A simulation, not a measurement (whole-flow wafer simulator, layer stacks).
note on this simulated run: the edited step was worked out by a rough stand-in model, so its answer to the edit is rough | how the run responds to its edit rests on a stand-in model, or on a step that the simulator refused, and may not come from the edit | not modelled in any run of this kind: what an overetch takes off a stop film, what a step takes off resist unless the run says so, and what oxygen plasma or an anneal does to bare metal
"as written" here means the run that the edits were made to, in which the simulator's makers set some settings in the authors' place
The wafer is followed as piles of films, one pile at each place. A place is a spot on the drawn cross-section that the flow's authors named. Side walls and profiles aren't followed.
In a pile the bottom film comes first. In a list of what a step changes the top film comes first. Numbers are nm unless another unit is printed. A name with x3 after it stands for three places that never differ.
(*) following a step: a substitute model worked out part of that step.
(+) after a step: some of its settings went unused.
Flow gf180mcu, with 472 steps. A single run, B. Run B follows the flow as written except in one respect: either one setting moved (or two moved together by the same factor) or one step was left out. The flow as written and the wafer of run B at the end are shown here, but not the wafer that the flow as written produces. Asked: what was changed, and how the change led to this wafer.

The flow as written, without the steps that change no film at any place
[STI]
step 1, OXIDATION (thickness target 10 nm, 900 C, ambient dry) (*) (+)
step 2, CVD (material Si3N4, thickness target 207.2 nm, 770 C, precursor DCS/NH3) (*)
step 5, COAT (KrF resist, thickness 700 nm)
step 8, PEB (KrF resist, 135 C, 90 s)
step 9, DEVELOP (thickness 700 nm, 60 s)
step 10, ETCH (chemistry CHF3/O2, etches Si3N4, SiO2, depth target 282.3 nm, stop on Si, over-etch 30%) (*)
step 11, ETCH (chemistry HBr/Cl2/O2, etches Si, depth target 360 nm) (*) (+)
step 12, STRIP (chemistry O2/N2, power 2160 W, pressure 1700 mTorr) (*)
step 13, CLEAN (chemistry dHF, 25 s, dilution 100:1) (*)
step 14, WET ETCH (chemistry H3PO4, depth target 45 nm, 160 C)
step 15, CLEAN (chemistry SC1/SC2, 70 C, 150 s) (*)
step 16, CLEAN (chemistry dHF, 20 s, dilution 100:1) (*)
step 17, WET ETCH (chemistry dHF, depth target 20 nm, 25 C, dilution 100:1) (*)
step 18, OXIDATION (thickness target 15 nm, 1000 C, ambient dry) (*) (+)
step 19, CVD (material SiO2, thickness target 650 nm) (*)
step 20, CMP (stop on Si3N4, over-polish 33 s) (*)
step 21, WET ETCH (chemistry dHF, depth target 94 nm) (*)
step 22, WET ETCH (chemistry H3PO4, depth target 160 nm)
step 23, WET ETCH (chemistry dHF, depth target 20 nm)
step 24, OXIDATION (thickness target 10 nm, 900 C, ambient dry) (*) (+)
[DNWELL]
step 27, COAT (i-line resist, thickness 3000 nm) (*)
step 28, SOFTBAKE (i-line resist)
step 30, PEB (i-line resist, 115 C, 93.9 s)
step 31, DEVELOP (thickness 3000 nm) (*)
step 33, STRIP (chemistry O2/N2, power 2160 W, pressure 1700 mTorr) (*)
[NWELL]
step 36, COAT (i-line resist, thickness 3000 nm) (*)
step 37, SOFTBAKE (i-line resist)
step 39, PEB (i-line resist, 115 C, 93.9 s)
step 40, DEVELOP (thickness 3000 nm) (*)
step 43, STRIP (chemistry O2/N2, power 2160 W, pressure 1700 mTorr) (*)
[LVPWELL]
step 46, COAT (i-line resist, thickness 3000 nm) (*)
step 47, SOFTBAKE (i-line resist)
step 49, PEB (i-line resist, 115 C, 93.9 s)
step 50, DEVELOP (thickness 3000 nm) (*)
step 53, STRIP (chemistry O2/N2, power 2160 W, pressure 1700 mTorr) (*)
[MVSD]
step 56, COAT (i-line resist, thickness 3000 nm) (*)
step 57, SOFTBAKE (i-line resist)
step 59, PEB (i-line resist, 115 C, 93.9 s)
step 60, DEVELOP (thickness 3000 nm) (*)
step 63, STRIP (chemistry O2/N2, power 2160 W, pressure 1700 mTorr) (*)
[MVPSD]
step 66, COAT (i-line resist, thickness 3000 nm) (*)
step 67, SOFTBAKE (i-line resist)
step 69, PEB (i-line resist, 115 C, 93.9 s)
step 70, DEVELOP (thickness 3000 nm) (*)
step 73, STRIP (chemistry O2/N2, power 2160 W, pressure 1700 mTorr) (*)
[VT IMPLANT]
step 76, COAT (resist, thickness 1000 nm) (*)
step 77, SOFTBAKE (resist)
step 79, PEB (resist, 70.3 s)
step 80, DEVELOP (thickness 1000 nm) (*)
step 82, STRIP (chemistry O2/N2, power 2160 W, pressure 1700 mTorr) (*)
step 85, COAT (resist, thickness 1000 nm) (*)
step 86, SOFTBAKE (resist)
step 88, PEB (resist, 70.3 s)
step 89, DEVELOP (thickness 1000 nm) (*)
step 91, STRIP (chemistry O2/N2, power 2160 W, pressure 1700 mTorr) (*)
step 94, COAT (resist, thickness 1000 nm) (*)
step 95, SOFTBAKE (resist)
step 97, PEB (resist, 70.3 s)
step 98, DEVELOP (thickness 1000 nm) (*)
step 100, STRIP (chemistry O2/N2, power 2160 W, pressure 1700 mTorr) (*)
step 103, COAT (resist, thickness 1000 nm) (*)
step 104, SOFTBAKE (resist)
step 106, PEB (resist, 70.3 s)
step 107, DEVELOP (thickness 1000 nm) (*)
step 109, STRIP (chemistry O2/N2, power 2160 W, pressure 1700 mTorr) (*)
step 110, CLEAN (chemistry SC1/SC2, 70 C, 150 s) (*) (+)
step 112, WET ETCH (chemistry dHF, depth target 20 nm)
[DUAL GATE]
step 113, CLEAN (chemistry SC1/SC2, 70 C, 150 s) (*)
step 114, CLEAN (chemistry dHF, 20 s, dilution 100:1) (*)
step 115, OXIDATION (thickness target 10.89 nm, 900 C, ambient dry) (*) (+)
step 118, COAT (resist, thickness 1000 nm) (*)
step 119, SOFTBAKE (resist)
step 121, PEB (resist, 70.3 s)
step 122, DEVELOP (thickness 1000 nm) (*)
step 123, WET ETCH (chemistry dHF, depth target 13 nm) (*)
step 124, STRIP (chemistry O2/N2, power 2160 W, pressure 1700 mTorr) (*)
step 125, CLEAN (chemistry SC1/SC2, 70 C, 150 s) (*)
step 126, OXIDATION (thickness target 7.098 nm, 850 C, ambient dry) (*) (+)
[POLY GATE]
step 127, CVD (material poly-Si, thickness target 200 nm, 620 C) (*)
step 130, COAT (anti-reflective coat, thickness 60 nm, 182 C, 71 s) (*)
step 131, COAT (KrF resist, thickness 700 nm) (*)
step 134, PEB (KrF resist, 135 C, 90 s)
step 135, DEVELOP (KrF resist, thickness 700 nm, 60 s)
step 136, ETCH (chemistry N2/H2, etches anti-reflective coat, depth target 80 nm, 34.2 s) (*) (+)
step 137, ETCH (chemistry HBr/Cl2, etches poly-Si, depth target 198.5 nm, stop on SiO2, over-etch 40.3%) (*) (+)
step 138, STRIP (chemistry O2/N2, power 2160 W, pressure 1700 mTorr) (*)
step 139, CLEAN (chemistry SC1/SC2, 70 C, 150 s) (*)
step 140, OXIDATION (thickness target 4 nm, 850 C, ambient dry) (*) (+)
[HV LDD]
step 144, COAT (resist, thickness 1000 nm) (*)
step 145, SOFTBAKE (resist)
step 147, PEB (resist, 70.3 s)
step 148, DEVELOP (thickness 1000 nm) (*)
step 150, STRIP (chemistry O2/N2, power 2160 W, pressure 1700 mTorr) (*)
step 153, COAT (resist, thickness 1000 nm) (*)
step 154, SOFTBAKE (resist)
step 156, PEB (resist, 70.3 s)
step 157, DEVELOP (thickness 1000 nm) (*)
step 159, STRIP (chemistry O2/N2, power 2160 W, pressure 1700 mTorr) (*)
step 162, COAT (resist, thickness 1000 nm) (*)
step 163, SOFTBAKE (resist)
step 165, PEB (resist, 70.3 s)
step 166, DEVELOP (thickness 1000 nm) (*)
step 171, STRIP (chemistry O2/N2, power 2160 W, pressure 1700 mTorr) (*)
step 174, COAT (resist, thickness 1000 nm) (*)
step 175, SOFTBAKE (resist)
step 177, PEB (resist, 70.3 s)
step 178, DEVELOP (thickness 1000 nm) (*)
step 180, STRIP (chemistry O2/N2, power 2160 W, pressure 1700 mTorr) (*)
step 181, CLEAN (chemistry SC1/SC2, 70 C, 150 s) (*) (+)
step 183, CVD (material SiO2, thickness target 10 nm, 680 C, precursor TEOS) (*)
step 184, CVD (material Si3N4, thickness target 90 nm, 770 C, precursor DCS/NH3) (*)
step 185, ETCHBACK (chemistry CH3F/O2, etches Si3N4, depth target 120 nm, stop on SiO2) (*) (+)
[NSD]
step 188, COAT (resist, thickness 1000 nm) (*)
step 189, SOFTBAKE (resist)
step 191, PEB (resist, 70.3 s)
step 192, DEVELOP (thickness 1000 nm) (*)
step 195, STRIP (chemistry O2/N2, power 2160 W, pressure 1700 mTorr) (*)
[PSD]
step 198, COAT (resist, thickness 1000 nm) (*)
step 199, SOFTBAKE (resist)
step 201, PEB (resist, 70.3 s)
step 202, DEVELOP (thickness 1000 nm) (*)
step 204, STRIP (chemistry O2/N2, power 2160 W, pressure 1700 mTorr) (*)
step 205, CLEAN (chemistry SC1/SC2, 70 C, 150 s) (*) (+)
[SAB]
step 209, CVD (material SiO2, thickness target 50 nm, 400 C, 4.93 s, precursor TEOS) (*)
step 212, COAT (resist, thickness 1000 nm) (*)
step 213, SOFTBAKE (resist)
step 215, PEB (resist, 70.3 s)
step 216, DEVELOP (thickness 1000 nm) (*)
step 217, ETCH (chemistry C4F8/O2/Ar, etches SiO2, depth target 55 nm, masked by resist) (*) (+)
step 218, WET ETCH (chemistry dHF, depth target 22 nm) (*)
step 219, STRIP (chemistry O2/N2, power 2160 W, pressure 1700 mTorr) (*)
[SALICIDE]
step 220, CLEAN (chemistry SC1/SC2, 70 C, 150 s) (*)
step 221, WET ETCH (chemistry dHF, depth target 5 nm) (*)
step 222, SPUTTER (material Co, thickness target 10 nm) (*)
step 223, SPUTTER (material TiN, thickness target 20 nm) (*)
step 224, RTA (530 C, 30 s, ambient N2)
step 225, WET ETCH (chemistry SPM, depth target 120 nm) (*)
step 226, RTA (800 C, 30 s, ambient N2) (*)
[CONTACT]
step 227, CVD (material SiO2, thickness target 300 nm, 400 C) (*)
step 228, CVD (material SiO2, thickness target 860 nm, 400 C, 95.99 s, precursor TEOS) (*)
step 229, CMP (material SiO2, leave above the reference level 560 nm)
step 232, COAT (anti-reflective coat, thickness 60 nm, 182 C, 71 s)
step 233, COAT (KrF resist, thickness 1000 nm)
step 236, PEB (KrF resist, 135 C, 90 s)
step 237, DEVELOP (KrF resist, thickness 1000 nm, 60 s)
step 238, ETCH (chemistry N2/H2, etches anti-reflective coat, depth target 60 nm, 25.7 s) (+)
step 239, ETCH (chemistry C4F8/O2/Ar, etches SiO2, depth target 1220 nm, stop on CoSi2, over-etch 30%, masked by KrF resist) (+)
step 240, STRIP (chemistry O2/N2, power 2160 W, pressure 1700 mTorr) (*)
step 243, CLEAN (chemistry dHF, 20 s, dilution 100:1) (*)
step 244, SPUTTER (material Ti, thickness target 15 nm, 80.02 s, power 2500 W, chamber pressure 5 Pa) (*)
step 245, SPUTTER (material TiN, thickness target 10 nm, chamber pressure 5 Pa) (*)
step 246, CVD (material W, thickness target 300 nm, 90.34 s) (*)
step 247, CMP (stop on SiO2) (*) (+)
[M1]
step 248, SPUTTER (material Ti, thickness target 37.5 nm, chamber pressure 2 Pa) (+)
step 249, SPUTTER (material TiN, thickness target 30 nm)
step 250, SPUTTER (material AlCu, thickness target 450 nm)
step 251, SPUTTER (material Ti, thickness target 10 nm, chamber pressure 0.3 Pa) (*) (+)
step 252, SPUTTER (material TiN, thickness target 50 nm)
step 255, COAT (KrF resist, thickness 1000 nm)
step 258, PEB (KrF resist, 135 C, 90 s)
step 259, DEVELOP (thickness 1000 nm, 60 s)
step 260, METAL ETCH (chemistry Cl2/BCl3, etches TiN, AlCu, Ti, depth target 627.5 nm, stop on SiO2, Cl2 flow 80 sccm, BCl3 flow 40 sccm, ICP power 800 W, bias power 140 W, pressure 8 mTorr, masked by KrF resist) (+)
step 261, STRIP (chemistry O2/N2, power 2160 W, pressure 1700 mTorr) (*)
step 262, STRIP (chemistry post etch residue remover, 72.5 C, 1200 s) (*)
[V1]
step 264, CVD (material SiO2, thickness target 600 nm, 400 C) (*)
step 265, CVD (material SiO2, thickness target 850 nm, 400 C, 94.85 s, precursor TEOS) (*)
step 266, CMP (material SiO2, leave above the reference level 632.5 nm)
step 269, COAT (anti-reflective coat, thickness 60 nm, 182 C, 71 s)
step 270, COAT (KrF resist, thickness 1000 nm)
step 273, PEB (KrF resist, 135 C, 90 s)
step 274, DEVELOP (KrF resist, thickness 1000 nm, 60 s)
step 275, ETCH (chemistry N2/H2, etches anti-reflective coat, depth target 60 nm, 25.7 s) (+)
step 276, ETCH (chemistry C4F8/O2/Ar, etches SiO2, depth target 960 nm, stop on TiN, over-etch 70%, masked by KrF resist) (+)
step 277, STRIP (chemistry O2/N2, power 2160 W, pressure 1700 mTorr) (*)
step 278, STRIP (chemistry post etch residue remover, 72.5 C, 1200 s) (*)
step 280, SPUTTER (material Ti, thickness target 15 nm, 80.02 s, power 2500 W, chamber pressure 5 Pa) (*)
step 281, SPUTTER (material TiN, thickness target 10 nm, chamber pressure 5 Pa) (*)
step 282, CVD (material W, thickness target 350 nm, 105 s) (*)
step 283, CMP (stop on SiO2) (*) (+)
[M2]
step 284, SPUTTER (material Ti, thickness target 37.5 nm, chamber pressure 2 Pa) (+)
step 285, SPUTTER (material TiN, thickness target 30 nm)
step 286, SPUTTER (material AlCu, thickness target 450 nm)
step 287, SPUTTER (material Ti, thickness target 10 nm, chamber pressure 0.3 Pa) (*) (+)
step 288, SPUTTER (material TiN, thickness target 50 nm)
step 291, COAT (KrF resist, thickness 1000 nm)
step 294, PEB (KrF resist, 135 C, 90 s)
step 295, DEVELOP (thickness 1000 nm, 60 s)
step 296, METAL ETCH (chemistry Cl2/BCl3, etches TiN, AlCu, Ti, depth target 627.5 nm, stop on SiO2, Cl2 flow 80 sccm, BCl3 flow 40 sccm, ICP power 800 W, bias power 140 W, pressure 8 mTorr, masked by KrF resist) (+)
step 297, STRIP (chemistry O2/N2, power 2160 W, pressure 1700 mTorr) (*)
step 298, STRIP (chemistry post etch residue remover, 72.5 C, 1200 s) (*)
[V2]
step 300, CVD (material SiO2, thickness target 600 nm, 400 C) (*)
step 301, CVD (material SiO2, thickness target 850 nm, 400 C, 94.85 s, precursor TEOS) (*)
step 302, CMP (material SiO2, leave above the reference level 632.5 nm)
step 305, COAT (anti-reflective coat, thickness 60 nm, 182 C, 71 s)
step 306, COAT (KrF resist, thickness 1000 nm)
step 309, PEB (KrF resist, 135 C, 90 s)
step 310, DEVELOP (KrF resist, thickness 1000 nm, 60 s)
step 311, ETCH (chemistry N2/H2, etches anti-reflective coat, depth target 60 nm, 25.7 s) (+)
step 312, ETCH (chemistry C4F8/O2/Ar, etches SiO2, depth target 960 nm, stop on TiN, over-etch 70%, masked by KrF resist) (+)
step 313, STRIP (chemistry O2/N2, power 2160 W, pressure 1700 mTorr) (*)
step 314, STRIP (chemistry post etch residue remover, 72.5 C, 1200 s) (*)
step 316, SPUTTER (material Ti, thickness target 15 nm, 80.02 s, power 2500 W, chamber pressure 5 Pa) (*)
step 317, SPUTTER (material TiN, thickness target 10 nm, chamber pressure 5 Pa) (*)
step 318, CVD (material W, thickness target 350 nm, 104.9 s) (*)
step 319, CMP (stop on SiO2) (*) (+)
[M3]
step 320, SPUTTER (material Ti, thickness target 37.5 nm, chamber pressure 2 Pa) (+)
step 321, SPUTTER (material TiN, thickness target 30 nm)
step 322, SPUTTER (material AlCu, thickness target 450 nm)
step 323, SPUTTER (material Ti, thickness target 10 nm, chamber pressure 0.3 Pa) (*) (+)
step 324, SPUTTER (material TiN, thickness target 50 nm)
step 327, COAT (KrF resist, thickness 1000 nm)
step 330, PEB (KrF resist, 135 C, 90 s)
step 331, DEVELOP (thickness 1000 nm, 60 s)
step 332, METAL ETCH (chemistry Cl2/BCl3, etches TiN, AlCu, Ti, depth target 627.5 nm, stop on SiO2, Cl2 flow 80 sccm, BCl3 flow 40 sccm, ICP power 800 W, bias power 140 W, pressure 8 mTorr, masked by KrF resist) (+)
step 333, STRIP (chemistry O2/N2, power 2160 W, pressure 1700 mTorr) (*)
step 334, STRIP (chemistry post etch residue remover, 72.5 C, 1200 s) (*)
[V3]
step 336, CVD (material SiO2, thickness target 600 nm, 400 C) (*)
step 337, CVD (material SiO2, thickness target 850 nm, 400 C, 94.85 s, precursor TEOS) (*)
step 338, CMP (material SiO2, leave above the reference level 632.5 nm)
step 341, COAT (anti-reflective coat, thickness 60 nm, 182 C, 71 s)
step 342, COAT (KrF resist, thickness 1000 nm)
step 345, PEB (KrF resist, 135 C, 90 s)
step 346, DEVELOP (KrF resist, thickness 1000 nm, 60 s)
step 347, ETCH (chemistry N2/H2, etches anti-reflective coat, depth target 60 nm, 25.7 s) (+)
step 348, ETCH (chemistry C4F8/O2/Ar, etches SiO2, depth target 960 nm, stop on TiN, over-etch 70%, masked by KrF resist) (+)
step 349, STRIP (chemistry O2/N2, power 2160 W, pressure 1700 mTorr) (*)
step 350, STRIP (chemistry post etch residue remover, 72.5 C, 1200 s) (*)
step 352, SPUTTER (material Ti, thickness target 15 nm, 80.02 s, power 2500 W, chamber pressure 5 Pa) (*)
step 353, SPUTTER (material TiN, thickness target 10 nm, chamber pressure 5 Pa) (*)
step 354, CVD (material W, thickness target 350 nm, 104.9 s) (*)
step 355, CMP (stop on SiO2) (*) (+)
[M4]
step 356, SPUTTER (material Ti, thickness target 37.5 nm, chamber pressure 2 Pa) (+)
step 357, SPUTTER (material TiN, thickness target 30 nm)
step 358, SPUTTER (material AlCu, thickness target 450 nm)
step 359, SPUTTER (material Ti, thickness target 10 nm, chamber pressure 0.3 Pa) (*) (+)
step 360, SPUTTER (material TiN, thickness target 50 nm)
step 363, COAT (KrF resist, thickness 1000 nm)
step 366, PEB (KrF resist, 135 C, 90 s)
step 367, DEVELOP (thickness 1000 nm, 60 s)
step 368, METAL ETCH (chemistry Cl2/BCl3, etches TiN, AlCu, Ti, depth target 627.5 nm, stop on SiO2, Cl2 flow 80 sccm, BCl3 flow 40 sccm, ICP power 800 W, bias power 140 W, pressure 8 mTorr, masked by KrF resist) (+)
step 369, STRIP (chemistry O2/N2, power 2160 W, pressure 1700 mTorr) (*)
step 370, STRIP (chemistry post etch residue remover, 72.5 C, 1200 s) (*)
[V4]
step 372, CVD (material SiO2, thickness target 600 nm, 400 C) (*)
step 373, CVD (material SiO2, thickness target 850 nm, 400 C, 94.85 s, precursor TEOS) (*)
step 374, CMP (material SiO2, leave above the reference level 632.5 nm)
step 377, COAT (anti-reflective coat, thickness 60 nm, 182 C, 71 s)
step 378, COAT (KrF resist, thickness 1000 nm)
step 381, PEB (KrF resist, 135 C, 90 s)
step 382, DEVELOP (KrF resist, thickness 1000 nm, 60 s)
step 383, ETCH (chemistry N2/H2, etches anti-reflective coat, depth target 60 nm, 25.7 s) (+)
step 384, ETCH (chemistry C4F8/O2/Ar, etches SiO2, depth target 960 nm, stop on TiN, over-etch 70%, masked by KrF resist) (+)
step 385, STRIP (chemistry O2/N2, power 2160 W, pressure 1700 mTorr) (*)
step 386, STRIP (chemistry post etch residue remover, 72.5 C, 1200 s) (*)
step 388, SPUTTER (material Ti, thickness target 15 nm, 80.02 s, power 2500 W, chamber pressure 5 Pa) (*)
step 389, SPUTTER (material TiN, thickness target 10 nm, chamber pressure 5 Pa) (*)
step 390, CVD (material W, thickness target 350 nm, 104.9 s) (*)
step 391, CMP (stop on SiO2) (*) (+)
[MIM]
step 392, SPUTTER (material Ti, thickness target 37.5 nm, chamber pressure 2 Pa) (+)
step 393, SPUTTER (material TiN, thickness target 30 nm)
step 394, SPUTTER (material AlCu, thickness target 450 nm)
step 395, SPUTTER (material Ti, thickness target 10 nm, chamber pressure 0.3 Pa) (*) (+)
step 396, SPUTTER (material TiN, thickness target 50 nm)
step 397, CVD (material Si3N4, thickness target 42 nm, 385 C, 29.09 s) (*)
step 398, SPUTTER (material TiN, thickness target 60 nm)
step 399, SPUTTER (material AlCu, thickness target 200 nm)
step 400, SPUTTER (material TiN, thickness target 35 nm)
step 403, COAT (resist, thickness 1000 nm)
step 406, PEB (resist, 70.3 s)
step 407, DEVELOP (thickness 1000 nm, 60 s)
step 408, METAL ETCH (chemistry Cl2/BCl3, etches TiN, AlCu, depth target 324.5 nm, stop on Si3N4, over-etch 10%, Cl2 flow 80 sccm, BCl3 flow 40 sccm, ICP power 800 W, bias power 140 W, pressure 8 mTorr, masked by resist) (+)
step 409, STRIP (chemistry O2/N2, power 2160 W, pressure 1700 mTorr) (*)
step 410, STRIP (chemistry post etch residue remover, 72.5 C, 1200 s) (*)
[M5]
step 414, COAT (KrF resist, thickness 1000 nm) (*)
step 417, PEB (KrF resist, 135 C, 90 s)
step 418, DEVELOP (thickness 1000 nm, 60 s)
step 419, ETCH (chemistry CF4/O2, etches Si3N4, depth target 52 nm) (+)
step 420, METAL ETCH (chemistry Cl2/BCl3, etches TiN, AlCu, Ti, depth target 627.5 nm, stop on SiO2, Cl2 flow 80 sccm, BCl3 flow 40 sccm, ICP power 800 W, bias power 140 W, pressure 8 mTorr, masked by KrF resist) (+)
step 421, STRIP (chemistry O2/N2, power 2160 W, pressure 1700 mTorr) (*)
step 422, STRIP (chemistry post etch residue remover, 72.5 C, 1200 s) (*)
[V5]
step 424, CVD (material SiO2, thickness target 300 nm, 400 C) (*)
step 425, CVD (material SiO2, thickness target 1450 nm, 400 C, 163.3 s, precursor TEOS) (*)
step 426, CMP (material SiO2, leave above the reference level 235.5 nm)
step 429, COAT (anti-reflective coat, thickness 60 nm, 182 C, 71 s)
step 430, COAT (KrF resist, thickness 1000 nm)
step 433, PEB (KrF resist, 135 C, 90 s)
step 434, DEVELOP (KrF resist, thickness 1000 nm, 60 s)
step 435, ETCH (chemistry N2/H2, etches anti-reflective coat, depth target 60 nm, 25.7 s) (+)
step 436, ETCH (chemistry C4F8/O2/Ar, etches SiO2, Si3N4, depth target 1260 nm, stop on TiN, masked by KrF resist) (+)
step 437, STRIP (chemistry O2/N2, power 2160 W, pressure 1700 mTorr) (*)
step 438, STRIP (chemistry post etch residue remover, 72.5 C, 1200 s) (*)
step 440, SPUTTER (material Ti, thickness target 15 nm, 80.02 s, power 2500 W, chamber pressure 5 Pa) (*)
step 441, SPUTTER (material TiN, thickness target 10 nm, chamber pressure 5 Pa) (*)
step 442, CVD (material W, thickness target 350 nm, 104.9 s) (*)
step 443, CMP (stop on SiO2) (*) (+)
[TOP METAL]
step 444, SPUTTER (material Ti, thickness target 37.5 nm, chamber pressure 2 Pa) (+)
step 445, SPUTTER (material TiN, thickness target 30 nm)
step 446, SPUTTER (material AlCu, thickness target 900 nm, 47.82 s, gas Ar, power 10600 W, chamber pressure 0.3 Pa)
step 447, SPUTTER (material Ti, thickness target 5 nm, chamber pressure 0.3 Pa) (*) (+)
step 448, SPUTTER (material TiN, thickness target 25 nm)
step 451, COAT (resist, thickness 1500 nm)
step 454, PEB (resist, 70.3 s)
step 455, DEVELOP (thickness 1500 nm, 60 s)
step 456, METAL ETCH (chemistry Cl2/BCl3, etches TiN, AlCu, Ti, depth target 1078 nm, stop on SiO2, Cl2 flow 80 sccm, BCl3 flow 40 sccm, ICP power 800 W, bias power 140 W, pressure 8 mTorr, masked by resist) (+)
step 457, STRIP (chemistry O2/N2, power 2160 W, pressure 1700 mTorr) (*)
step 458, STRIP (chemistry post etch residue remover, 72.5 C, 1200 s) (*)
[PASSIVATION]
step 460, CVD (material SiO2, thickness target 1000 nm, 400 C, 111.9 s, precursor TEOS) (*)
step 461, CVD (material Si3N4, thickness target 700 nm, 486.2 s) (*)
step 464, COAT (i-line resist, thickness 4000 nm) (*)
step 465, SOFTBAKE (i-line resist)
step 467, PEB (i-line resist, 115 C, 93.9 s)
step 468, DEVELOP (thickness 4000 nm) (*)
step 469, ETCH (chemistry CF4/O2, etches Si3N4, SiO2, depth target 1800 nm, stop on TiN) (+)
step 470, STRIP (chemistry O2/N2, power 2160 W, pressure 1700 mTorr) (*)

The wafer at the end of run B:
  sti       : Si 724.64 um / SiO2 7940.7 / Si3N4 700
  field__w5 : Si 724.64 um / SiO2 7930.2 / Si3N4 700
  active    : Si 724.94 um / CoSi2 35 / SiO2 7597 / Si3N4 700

The reason: step 425, CVD: thickness target 856 nm was run, while the flow as written has thickness target 1450 nm; step 425, CVD: 96.34 s was run, where the flow has 163.3 s.

How this came from the change, step by step:
  step 425, CVD (material SiO2, thickness target 1450 nm, 400 C, 163.3 s, precursor TEOS) (*)
      field, field__w1, field__w4 and 100 more: SiO2 gains 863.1 (it would be, as written: SiO2 gains 1450)
      field__w2, field__w3, field__w12 and 6 more: SiO2 gains 846.9 (it would be, as written: SiO2 gains 1421.8)
  step 426, CMP (material SiO2, leave above the reference level 235.5 nm)
      field, field__w1, field__w5 and 92 more: nothing (it would be, as written: SiO2 loses 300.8)
      field__w2, field__w3, field__w12 and 6 more: nothing (it would be, as written: SiO2 loses 272.7)
      (and at 8 other places as well)
  step 429, COAT (anti-reflective coat, thickness 60 nm, 182 C, 71 s)
      p_well, sti, spacer, sd_n, pad, dice_street: anti-reflective coat gains 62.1 (new film) (it would be, as written: anti-reflective coat gains 60 (new film))
      field__w9, ld_gate_n, ld_acc_n: anti-reflective coat gains 61.3 (new film) (it would be, as written: anti-reflective coat gains 60 (new film))
      (and at 49 other places as well)
  step 430, COAT (KrF resist, thickness 1000 nm)
      field: KrF resist gains 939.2 (new film) (it would be, as written: KrF resist gains 1000 (new film))
      field__w7: KrF resist gains 1072.8 (new film) (it would be, as written: KrF resist gains 1000 (new film))
      (and at 26 other places as well)
  step 433, PEB (KrF resist, 135 C, 90 s)
      ppoly_u, npoly_sal, nw_enc_fld_lv: KrF resist loses 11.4 (it would be, as written: KrF resist loses 10.5)
      field: KrF resist loses 9.59 (it would be, as written: KrF resist loses 10.5)
      (and at 17 other places as well)
  step 434, DEVELOP (KrF resist, thickness 1000 nm, 60 s)
      contact: KrF resist loses 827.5 (all of it) (it would be, as written: KrF resist loses 989.5 (all of it))
  step 435, ETCH (chemistry N2/H2, etches anti-reflective coat, depth target 60 nm, 25.7 s) (+)
      contact: anti-reflective coat loses 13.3 (all of it), SiO2 loses 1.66 (it would be, as written: anti-reflective coat loses 60 (all of it), SiO2 loses 0.46)
  step 437, STRIP (chemistry O2/N2, power 2160 W, pressure 1700 mTorr) (*)
      p_well, sti, spacer, sd_n, pad, dice_street: KrF resist loses 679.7 (all of it), anti-reflective coat loses 62.1 (all of it) (it would be, as written: KrF resist loses 679.2 (all of it), anti-reflective coat loses 60 (all of it))
      field: KrF resist loses 619.3 (all of it), anti-reflective coat loses 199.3 (all of it) (it would be, as written: KrF resist loses 679.2 (all of it), anti-reflective coat loses 60 (all of it))
      (and at 51 other places as well)
  step 440, SPUTTER (material Ti, thickness target 15 nm, 80.02 s, power 2500 W, chamber pressure 5 Pa) (*)
      field__w2: Ti gains 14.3 (new film) (it would be, as written: Ti gains 15 (new film))
      contact: Ti gains 9.58 (new film) (it would be, as written: Ti gains 8.12 (new film))
  step 441, SPUTTER (material TiN, thickness target 10 nm, chamber pressure 5 Pa) (*)
      field__w2: TiN gains 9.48 (new film) (it would be, as written: TiN gains 10 (new film))
      contact: TiN gains 6.36 (new film) (it would be, as written: TiN gains 5.38 (new film))
  step 442, CVD (material W, thickness target 350 nm, 104.9 s) (*)
      contact: W gains 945 (new film) (it would be, as written: W gains 1233.6 (new film))
  step 443, CMP (stop on SiO2) (*) (+)
      field__w3, field__w12, npoly_sal, ppoly_sal, nw_sep_fld, gate_hv5, gate_p_hv5, sti_nw: W loses 350 (all of it), TiN loses 10 (all of it), Ti loses 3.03 (it would be, as written: W loses 350 (all of it), TiN loses 10 (all of it), Ti loses 15 (all of it), SiO2 loses 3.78)
      field__w2: W loses 350.7 (all of it), TiN loses 9.48 (all of it), Ti loses 2.32 (it would be, as written: W loses 350 (all of it), TiN loses 10 (all of it), Ti loses 15 (all of it), SiO2 loses 3.78)
      (and at 7 other places as well)
  step 444, SPUTTER (material Ti, thickness target 37.5 nm, chamber pressure 2 Pa) (+)
      field__w2, field__w3, field__w12 and 6 more: Ti gains 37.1 (it would be, as written: Ti gains 37.5 (new film))
  step 445, SPUTTER (material TiN, thickness target 30 nm)
      field__w2, field__w3, field__w12 and 6 more: TiN gains 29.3 (new film) (it would be, as written: TiN gains 30 (new film))
  step 448, SPUTTER (material TiN, thickness target 25 nm)
      field__w3, field__w12, npoly_sal, ppoly_sal, nw_sep_fld, gate_hv5, gate_p_hv5, sti_nw: TiN gains 24.4 (new film) (it would be, as written: TiN gains 25 (new film))
      field__w2: TiN gains 22.4 (new film) (it would be, as written: TiN gains 25 (new film))
  step 451, COAT (resist, thickness 1500 nm)
      field: resist gains 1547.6 (new film) (it would be, as written: resist gains 1500 (new film))
      field__w8: resist gains 1262.9 (new film) (it would be, as written: resist gains 1500 (new film))
      (and at 11 other places as well)
  ... 8 further steps ...
  step 470, STRIP (chemistry O2/N2, power 2160 W, pressure 1700 mTorr) (*)
      field__w8, m1__w1: i-line resist loses 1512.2 (all of it) (it would be, as written: i-line resist loses 1775.9 (all of it))
      m1: i-line resist loses 1525.2 (all of it) (it would be, as written: i-line resist loses 1798.9 (all of it))
      (and at 3 other places as well)
